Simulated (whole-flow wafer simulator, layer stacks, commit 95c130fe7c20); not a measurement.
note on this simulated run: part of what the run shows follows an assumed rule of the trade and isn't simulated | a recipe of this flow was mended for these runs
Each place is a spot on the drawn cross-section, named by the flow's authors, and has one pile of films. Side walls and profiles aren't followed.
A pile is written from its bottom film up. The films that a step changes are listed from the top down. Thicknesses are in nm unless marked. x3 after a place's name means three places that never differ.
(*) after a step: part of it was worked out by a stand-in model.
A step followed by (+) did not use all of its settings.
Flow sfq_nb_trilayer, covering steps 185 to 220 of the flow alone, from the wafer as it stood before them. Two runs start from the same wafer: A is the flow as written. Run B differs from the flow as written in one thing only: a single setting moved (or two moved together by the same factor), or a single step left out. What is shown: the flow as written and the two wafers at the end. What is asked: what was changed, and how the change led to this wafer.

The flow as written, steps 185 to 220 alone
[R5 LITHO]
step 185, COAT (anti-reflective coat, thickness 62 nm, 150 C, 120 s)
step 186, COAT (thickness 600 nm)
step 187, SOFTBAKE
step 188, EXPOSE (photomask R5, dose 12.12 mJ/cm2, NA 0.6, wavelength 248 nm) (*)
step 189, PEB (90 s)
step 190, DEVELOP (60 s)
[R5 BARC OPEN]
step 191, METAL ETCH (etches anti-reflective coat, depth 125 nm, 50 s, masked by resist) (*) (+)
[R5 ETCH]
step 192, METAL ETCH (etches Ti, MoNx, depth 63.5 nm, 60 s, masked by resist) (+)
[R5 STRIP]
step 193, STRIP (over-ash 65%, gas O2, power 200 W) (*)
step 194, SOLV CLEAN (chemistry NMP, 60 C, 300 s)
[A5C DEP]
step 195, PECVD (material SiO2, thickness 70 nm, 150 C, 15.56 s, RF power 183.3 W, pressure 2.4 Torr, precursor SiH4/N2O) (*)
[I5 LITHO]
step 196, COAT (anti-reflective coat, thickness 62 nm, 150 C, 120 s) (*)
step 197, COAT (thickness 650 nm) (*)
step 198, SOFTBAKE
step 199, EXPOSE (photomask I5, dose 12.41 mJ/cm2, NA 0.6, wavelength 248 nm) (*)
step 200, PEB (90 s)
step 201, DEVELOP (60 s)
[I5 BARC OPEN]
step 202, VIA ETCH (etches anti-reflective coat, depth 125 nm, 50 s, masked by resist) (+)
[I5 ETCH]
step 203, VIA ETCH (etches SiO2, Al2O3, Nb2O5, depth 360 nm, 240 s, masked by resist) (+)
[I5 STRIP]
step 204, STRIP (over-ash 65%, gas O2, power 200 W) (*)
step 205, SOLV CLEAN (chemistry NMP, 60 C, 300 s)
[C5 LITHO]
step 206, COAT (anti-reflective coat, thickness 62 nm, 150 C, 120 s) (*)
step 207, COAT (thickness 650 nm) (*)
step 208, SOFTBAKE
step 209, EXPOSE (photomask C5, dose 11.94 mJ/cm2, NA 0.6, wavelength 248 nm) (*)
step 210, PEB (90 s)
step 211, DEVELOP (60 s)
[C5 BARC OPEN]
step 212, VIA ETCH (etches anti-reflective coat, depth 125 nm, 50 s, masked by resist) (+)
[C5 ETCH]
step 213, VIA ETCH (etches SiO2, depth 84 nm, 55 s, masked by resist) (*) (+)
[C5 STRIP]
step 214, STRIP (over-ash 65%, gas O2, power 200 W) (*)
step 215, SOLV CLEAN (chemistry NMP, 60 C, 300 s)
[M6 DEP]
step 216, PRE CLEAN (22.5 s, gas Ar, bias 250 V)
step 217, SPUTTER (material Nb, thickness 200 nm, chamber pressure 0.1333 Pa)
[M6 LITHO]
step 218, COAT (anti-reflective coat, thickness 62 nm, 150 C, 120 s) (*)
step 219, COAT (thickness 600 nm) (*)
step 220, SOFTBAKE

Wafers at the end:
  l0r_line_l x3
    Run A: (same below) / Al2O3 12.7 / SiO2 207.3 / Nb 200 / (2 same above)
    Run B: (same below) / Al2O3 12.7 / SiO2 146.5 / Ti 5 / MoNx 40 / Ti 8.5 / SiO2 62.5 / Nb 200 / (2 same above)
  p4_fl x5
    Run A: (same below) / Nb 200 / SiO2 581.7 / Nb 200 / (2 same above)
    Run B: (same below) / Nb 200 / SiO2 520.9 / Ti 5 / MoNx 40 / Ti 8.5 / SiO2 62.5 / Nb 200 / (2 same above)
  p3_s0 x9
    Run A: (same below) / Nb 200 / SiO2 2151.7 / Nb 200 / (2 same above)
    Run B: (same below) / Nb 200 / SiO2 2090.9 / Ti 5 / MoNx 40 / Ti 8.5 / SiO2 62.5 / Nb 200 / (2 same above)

What caused this: step 191, METAL ETCH: etches anti-reflective coat, depth 125 nm, 50 s, masked by resist (*) (+), was skipped.

How this came from the change, step by step:
  step 192, METAL ETCH (etches Ti, MoNx, depth 63.5 nm, 60 s, masked by resist) (+)
      field_l, v_sur, via_wl and 92 more: A -8.5 Ti (all of it), -40 MoNx (all of it), -5 Ti (all of it), -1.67 SiO2 | B -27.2 anti-reflective coat
      ce_l, c5j, ce_r, wl_jj: A -8.5 Ti (all of it), -40 MoNx (all of it), -5 Ti (all of it), -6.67 Nb | B -27.2 anti-reflective coat
  step 193, STRIP (over-ash 65%, gas O2, power 200 W) (*)
      field_l, v_sur, via_wl and 96 more: A nothing | B -34.8 anti-reflective coat (all of it)
      be_r, r_sur, res, r_end, r5r_line_l, r5r_line_c, r5r_line_r: A -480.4 KrF-resist-other-grade (all of it), -62 anti-reflective coat (all of it) | B -549.8 KrF-resist-other-grade (all of it), -62 anti-reflective coat (all of it)
  step 195, PECVD (material SiO2, thickness 70 nm, 150 C, 15.56 s, RF power 183.3 W, pressure 2.4 Torr, precursor SiH4/N2O) (*)
      field_l, v_sur, via_wl and 92 more: A +70 SiO2 | B +70 SiO2 (new film)
  step 196, COAT (anti-reflective coat, thickness 62 nm, 150 C, 120 s) (*)
      r5r_line_l, r5r_line_c, r5r_line_r: A +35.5 anti-reflective coat (new film) | B +62 anti-reflective coat (new film)
      wl_j_sl, wl_j_sr: A +60.5 anti-reflective coat (new film) | B +62 anti-reflective coat (new film)
      (also at 16 further places)
  step 197, COAT (thickness 650 nm) (*)
      be_r: A +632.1 KrF-resist-other-grade (new film) | B +650 KrF-resist-other-grade (new film)
      r_sur: A +622.3 KrF-resist-other-grade (new film) | B +650 KrF-resist-other-grade (new film)
      (also at 2 further places)
  step 203, VIA ETCH (etches SiO2, Al2O3, Nb2O5, depth 360 nm, 240 s, masked by resist) (+)
      be: A -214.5 SiO2 (all of it), -12.7 Al2O3 (all of it), -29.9 Nb2O5 (all of it), -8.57 Nb | B -69.7 SiO2 (all of it), -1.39 Ti
  step 204, STRIP (over-ash 65%, gas O2, power 200 W) (*)
      r5r_line_l, r5r_line_c, r5r_line_r: A -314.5 KrF-resist-other-grade (all of it), -35.5 anti-reflective coat (all of it) | B -315.7 KrF-resist-other-grade (all of it), -62 anti-reflective coat (all of it)
      wl_j_sl, wl_j_sr: A -316.4 KrF-resist-other-grade (all of it), -60.5 anti-reflective coat (all of it) | B -315.7 KrF-resist-other-grade (all of it), -62 anti-reflective coat (all of it)
      (also at 17 further places)
  step 206, COAT (anti-reflective coat, thickness 62 nm, 150 C, 120 s) (*)
      r5r_line_l, r5r_line_c, r5r_line_r: A +35.5 anti-reflective coat (new film) | B +62 anti-reflective coat (new film)
      wl_j_sl, wl_j_sr: A +60.5 anti-reflective coat (new film) | B +62 anti-reflective coat (new film)
      (also at 20 further places)
  step 207, COAT (thickness 650 nm) (*)
      be: A +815 KrF-resist-other-grade (new film) | B +670.7 KrF-resist-other-grade (new film)
      be_r: A +631.2 KrF-resist-other-grade (new film) | B +649.6 KrF-resist-other-grade (new film)
      (also at 3 further places)
  step 211, DEVELOP (60 s)
      res: A -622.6 KrF-resist-other-grade (all of it) | B -648.2 KrF-resist-other-grade (all of it)
  step 212, VIA ETCH (etches anti-reflective coat, depth 125 nm, 50 s, masked by resist) (+)
      c5j: A -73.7 anti-reflective coat (all of it), -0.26 SiO2 | B -64 anti-reflective coat (all of it), -0.3 SiO2
      res: A -57.9 anti-reflective coat (all of it), -0.34 SiO2 | B -61.9 anti-reflective coat (all of it), -0.32 SiO2
  step 213, VIA ETCH (etches SiO2, depth 84 nm, 55 s, masked by resist) (*) (+)
      c5j: A -69.7 SiO2 (all of it), -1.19 Nb | B -69.7 SiO2 (all of it), -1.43 Ti
  step 214, STRIP (over-ash 65%, gas O2, power 200 W) (*)
      r5r_line_l, r5r_line_c, r5r_line_r: A -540 KrF-resist-other-grade (all of it), -35.5 anti-reflective coat (all of it) | B -541.2 KrF-resist-other-grade (all of it), -62 anti-reflective coat (all of it)
      wl_j_sl, wl_j_sr: A -541.9 KrF-resist-other-grade (all of it), -60.5 anti-reflective coat (all of it) | B -541.2 KrF-resist-other-grade (all of it), -62 anti-reflective coat (all of it)
      (also at 19 further places)
  step 216, PRE CLEAN (22.5 s, gas Ar, bias 250 V)
      be, c5j: A -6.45 Nb | B -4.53 Ti
  step 217, SPUTTER (material Nb, thickness 200 nm, chamber pressure 0.1333 Pa)
      be: A +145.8 Nb | B +192.6 Nb (new film)
      c5j: A +188.4 Nb | B +189.1 Nb (new film)
  step 218, COAT (anti-reflective coat, thickness 62 nm, 150 C, 120 s) (*)
      r5r_line_l, r5r_line_c, r5r_line_r: A +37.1 anti-reflective coat (new film) | B +62 anti-reflective coat (new film)
      wl_j_sl, wl_j_sr: A +60.5 anti-reflective coat (new film) | B +62 anti-reflective coat (new film)
      (also at 23 further places)
  step 219, COAT (thickness 600 nm) (*)
      via_v: A +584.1 KrF-resist-other-grade (new film) | B +597.2 KrF-resist-other-grade (new film)
      be: A +795.2 KrF-resist-other-grade (new film) | B +618.1 KrF-resist-other-grade (new film)
      (also at 5 further places)
Taking metal films that touch as one body, l0r_line_l x3 has 5 bodies (between them, from the top down: SiO2 62.5; SiO2 146.5 / Al2O3 12.7 / Nb2O5 29.9; SiO2 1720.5; SiO2 55); the flow as written gives 4 bodies (between them, from the top down: SiO2 207.3 / Al2O3 12.7 / Nb2O5 29.9; SiO2 1720.5; SiO2 55).
Taking metal films that touch as one body, p4_fl x5 has 4 bodies (between them, from the top down: SiO2 62.5; SiO2 520.9; SiO2 1370); the flow as written gives 3 bodies (between them, from the top down: SiO2 581.7; SiO2 1370).
Taking metal films that touch as one body, p3_s0 x9 has 3 bodies (between them, from the top down: SiO2 62.5; SiO2 2090.9); the flow as written gives 2 bodies (between them, from the top down: SiO2 2151.7).
